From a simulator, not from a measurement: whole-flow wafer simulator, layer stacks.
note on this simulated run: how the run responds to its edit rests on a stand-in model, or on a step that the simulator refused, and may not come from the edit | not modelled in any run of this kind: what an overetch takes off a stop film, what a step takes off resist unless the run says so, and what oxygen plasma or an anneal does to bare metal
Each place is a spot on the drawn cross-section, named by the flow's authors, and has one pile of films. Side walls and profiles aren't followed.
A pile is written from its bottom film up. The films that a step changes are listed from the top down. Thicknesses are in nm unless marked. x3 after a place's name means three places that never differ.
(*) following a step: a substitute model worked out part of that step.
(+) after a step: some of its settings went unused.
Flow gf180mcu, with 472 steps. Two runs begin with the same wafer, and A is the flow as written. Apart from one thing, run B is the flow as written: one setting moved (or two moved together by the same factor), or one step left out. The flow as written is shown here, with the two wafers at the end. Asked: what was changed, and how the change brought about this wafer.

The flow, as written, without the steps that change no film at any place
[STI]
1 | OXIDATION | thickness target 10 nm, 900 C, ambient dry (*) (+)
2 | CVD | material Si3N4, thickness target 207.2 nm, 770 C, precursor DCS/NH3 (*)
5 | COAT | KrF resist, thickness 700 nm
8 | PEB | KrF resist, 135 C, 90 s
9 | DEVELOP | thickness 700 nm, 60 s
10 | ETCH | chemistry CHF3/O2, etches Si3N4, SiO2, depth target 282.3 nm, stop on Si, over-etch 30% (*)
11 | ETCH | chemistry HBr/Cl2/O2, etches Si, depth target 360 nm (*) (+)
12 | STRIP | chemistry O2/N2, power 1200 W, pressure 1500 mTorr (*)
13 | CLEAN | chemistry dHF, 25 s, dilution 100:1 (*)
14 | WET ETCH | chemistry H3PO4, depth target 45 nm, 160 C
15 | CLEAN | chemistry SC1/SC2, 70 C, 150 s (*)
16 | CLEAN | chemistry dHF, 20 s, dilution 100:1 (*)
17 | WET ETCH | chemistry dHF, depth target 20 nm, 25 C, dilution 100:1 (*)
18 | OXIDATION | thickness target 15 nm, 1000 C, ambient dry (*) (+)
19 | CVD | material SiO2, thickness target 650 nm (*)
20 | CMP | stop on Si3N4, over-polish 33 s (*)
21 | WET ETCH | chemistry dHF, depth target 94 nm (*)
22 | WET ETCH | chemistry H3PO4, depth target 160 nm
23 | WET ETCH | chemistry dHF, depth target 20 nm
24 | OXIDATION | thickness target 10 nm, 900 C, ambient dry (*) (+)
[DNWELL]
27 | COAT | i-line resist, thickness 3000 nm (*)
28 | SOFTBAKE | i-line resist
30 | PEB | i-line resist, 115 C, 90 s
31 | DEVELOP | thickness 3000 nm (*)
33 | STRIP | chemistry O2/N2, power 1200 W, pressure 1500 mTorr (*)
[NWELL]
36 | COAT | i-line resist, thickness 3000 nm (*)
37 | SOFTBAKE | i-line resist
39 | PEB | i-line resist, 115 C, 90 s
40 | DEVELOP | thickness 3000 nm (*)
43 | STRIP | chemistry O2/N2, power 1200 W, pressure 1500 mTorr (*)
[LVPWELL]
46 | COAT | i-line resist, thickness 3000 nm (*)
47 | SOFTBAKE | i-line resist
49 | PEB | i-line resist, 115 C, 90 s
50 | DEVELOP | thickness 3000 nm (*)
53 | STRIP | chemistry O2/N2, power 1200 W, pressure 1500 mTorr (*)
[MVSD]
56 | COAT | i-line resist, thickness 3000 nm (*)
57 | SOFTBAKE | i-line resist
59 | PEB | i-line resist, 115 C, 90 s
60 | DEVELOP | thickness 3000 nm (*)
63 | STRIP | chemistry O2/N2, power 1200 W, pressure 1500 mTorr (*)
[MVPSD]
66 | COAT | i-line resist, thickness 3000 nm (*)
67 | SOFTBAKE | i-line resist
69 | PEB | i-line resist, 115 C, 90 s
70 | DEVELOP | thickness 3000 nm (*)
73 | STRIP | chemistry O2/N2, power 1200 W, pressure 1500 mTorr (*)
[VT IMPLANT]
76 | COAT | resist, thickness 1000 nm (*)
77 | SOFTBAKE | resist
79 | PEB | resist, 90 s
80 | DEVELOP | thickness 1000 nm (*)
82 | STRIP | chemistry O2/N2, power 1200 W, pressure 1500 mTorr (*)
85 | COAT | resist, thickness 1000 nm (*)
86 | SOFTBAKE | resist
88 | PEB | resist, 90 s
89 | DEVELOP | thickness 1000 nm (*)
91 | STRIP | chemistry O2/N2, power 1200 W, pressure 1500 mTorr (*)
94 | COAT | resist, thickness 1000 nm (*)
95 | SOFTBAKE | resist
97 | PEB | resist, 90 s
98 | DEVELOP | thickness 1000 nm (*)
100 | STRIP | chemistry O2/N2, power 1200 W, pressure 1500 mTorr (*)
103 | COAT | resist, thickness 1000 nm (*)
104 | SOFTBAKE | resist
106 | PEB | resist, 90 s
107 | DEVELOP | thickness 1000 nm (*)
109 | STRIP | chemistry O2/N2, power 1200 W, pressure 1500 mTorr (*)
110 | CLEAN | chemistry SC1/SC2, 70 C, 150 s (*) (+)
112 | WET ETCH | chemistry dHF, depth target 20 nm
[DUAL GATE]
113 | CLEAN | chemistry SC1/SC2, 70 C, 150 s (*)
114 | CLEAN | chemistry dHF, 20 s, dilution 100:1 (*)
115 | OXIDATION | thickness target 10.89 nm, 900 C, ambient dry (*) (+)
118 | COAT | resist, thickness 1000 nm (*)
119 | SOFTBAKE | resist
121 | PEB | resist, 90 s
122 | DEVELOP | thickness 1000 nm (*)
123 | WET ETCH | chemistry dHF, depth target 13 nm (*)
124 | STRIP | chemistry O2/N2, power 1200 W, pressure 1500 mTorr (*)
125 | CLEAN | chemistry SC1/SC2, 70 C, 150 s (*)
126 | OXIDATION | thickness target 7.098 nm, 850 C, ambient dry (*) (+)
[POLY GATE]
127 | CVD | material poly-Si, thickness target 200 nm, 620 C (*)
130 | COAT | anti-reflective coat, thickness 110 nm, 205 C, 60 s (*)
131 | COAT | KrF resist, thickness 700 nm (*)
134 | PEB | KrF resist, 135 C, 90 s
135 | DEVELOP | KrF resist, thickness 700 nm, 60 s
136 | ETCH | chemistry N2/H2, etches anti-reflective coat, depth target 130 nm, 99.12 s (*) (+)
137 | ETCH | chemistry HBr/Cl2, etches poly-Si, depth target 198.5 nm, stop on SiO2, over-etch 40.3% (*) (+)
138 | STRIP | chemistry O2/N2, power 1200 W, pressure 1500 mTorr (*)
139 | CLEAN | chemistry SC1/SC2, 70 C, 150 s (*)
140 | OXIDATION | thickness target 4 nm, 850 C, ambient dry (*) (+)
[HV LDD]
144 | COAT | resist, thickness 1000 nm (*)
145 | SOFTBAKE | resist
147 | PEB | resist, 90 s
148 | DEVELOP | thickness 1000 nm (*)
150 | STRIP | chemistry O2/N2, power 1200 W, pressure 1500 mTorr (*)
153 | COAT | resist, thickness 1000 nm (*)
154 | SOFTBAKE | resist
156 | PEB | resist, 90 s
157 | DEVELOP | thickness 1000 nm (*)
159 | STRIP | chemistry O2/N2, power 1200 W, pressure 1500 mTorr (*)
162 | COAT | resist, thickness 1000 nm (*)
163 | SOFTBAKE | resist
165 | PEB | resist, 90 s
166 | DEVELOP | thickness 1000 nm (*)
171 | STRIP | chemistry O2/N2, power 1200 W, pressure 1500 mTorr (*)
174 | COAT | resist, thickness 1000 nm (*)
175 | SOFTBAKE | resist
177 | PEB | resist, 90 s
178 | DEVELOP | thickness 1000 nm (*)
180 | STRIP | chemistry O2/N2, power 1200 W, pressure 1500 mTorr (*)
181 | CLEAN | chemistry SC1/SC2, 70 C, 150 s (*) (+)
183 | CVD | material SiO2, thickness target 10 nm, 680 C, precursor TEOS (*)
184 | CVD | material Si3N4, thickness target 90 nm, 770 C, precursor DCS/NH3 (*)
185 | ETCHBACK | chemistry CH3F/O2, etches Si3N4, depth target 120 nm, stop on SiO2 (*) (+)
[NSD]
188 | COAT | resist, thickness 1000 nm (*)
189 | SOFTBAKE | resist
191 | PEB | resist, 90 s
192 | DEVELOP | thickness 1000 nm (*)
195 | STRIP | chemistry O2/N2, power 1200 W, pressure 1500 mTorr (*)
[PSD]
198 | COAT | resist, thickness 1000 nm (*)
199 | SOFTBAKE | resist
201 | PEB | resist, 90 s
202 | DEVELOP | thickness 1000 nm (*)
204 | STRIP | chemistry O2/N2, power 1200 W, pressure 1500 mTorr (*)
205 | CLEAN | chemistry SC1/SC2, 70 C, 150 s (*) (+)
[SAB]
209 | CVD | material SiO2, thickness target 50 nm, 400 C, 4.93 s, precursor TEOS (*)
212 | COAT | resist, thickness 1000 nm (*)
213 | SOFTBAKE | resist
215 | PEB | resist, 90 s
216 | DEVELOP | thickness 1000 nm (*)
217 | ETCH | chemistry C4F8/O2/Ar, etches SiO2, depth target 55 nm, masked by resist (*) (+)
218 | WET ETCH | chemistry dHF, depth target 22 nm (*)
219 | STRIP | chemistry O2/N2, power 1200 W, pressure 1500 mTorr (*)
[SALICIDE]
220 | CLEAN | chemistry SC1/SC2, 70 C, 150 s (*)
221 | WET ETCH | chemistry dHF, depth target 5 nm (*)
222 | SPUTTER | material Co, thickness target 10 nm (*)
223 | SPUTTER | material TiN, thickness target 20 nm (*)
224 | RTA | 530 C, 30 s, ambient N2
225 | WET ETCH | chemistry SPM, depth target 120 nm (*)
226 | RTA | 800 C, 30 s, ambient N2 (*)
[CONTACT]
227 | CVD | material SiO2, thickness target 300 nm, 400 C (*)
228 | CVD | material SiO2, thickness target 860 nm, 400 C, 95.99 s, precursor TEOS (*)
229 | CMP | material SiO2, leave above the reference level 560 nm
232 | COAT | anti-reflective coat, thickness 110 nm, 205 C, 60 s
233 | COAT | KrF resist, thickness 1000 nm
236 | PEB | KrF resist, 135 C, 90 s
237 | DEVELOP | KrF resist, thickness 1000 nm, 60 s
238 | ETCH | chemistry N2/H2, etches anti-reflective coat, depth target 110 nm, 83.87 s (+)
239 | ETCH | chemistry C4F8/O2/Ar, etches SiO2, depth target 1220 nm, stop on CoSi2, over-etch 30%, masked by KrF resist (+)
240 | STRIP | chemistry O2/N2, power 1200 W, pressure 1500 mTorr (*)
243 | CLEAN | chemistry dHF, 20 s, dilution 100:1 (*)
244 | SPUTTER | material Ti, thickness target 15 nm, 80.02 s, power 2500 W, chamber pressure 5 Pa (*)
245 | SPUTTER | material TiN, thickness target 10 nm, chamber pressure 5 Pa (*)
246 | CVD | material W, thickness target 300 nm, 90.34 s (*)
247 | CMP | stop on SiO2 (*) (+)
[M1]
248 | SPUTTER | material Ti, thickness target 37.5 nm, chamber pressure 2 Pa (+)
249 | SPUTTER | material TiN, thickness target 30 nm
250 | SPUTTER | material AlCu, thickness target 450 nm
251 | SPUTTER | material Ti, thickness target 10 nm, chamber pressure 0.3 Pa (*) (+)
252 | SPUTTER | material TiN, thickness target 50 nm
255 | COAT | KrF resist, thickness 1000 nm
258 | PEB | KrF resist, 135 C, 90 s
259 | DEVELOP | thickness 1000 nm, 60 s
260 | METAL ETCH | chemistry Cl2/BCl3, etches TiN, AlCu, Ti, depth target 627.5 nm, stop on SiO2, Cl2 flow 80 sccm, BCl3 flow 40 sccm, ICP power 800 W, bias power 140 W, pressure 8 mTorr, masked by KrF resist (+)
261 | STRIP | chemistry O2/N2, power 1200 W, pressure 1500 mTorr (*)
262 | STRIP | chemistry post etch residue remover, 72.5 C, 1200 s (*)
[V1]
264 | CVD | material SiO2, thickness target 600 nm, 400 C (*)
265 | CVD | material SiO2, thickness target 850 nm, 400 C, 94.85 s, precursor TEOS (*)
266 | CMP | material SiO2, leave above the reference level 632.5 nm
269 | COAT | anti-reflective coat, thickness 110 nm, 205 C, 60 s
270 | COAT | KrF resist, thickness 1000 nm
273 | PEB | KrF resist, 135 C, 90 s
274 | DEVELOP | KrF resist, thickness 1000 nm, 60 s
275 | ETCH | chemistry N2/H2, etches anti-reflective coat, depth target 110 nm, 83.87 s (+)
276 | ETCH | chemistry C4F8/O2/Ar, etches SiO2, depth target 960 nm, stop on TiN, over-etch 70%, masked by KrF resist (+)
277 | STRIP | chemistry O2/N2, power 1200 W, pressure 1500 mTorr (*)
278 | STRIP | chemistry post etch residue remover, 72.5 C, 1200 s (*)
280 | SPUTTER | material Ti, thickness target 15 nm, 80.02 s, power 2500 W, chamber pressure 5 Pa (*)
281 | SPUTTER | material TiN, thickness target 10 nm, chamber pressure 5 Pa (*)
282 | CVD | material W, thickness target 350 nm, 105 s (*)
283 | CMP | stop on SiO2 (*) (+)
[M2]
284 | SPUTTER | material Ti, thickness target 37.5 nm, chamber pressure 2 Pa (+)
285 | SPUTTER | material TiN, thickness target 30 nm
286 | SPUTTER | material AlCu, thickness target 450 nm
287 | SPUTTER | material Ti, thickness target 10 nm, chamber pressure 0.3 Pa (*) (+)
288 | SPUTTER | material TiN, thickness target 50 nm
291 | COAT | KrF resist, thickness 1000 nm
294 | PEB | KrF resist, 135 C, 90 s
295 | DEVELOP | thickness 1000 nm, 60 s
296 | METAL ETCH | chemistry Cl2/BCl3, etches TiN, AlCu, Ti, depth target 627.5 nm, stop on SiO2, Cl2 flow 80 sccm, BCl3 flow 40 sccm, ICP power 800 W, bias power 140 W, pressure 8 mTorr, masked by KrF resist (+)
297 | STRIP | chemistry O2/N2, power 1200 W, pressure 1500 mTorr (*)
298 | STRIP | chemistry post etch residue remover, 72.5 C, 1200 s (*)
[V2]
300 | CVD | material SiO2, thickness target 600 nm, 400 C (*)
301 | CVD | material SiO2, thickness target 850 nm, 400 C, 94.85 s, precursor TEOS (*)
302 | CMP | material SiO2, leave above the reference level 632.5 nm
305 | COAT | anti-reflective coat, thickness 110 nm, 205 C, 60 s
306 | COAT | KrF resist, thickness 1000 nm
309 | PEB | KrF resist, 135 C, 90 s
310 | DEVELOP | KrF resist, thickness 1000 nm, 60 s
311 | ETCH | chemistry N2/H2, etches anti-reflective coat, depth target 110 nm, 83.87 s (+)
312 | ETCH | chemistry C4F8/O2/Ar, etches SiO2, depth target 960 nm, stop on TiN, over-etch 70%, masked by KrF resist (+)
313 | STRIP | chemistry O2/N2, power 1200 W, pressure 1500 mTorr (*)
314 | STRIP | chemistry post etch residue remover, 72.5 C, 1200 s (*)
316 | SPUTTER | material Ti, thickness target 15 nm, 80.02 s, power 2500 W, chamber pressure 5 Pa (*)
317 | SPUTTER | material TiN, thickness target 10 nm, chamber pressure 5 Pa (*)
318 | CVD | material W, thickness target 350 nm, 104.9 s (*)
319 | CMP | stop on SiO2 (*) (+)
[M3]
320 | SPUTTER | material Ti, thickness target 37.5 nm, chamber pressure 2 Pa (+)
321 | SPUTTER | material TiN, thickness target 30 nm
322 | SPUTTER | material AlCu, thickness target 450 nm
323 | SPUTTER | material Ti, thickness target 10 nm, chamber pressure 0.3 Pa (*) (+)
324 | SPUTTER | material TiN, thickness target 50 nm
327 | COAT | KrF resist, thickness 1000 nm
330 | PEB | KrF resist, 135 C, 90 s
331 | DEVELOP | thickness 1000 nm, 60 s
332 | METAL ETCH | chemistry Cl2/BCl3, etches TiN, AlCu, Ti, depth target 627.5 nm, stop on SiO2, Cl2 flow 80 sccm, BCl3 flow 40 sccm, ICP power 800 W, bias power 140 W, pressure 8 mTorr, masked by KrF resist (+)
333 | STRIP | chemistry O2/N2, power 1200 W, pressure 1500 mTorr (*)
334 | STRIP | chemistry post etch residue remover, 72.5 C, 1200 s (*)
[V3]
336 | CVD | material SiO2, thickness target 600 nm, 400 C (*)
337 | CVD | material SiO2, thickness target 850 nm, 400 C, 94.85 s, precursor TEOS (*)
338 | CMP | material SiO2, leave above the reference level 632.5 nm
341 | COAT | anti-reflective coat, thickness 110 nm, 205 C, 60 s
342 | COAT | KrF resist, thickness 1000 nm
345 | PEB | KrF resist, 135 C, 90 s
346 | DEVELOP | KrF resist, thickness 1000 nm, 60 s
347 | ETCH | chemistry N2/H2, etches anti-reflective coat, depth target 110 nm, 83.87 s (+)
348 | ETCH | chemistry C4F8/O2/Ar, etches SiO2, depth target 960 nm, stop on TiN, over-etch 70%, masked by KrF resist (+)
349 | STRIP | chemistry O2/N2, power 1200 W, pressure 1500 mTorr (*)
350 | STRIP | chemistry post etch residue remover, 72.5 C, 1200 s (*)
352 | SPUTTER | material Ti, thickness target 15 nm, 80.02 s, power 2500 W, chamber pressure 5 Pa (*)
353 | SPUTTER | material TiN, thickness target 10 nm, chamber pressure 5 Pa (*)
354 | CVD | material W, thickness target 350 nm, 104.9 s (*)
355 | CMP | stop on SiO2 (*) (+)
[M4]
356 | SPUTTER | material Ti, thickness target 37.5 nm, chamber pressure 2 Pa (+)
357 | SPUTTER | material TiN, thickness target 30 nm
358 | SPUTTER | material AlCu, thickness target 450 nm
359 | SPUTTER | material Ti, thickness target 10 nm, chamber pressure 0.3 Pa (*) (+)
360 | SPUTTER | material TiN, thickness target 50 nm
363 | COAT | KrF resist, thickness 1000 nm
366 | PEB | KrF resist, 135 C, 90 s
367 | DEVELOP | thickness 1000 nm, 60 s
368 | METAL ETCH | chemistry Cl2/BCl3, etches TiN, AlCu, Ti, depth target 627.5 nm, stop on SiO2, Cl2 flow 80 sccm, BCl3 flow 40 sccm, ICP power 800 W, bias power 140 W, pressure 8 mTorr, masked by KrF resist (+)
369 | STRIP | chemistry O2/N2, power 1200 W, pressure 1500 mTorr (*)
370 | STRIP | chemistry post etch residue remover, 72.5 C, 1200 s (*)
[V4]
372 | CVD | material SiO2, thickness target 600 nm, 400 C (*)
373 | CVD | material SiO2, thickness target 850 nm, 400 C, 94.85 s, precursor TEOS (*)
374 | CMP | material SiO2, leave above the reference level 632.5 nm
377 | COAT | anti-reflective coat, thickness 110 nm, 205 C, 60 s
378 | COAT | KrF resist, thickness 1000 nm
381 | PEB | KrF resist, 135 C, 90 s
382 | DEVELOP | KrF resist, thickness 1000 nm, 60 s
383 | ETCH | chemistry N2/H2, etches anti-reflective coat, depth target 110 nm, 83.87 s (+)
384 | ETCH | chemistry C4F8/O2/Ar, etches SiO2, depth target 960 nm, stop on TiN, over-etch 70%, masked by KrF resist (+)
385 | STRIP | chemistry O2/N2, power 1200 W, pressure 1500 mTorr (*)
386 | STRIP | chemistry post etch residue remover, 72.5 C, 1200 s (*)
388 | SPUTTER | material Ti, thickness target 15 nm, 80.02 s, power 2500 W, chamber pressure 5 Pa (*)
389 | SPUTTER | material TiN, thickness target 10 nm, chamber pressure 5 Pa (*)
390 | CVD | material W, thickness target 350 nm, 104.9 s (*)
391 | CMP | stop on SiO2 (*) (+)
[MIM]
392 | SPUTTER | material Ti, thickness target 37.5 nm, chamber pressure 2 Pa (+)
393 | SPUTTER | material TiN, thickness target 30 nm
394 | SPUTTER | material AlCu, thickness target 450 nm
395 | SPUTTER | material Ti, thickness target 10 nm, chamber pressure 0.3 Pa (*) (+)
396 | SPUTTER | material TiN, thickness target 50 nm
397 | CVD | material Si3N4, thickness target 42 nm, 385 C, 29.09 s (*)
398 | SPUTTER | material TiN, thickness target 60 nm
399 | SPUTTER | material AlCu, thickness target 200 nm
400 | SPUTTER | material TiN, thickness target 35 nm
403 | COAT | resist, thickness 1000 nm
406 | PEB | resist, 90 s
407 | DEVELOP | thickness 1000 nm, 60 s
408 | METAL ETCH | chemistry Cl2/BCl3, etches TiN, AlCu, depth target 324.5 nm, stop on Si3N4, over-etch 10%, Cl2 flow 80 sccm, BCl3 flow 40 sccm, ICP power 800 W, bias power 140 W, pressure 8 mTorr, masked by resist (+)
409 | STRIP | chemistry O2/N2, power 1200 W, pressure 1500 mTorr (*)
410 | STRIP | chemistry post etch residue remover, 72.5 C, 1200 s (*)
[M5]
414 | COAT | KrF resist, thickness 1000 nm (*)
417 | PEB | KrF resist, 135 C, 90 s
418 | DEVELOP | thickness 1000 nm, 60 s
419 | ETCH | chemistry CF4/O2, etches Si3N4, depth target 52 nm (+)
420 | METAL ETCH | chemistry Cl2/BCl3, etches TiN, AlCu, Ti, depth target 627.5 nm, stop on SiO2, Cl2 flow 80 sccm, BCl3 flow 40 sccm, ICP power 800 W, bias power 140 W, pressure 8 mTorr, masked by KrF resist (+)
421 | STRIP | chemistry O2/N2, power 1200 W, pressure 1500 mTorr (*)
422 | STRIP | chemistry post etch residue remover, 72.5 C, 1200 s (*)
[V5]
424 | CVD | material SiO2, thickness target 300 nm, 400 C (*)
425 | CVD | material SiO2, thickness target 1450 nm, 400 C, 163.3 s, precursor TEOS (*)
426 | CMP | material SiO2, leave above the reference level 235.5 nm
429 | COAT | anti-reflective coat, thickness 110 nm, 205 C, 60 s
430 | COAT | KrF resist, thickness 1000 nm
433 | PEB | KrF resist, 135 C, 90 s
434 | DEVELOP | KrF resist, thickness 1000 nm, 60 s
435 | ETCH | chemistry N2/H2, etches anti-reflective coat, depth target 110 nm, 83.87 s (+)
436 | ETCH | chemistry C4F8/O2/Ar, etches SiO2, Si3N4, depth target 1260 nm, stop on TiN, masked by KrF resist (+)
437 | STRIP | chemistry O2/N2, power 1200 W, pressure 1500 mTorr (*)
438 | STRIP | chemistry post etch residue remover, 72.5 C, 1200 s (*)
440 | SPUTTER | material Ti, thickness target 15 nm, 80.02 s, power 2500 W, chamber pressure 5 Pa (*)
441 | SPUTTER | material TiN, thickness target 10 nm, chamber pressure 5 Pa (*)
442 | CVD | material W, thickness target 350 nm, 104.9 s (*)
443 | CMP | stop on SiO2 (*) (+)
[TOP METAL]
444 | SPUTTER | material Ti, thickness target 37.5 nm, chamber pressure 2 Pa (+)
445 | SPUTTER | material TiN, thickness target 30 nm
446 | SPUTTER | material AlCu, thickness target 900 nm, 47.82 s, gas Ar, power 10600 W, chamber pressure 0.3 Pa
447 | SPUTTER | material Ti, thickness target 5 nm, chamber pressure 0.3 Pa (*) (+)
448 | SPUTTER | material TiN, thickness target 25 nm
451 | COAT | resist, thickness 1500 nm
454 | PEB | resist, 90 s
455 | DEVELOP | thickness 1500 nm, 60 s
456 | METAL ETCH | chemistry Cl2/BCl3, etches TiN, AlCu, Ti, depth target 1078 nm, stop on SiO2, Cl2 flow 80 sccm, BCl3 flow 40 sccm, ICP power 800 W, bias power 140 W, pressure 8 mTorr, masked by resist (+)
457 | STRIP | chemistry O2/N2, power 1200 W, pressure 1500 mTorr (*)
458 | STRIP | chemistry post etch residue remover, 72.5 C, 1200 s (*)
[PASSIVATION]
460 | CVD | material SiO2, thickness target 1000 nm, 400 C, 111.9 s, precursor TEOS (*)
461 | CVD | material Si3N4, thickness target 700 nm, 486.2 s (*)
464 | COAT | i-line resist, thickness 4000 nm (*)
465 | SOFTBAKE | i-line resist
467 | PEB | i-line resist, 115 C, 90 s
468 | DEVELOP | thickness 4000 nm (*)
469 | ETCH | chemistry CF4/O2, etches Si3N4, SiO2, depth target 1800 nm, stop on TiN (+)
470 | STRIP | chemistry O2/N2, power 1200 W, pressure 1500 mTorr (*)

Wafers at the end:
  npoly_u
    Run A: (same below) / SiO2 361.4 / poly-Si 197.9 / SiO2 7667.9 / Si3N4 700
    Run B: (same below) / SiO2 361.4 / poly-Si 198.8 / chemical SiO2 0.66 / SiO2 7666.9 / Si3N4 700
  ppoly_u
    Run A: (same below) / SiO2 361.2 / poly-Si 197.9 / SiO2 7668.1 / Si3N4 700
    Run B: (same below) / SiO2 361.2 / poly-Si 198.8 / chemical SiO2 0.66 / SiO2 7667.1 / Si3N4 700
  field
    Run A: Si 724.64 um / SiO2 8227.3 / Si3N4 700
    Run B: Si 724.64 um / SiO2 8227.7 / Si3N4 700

Cause: step 140, OXIDATION: thickness target 4 nm, 850 C, ambient dry (*) (+), was skipped.

How this came from the change, step by step:
  181 | CLEAN | chemistry SC1/SC2, 70 C, 150 s (*) (+)
      gate, gate_hv, gate_p and 24 more: A -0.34 SiO2 | B -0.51 chemical SiO2, -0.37 poly-Si
  183 | CVD | material SiO2, thickness target 10 nm, 680 C, precursor TEOS (*)
      gate, gate_hv, gate_p and 25 more: A +10 SiO2 | B +10 SiO2 (new film)
  218 | WET ETCH | chemistry dHF, depth target 22 nm (*)
      gate, gate_hv, gate_p and 23 more: A -5.48 SiO2 (all of it) | B -1.82 SiO2 (all of it), -0.66 chemical SiO2 (all of it)
      active, p_well, sd_n, iso_ptap_pw, iso_ntap_nw, iso_ptap_sub, vpnp_e: A -9.01 SiO2 (all of it) | B -7.84 SiO2 (all of it)
      (also at 16 further places)
  223 | SPUTTER | material TiN, thickness target 20 nm (*)
      field__w12: A +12 TiN (new film) | B +12.7 TiN (new film)
  225 | WET ETCH | chemistry SPM, depth target 120 nm (*)
      field__w12: A -12 TiN (all of it), -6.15 Co (all of it) | B -12.7 TiN (all of it), -6.18 Co (all of it)
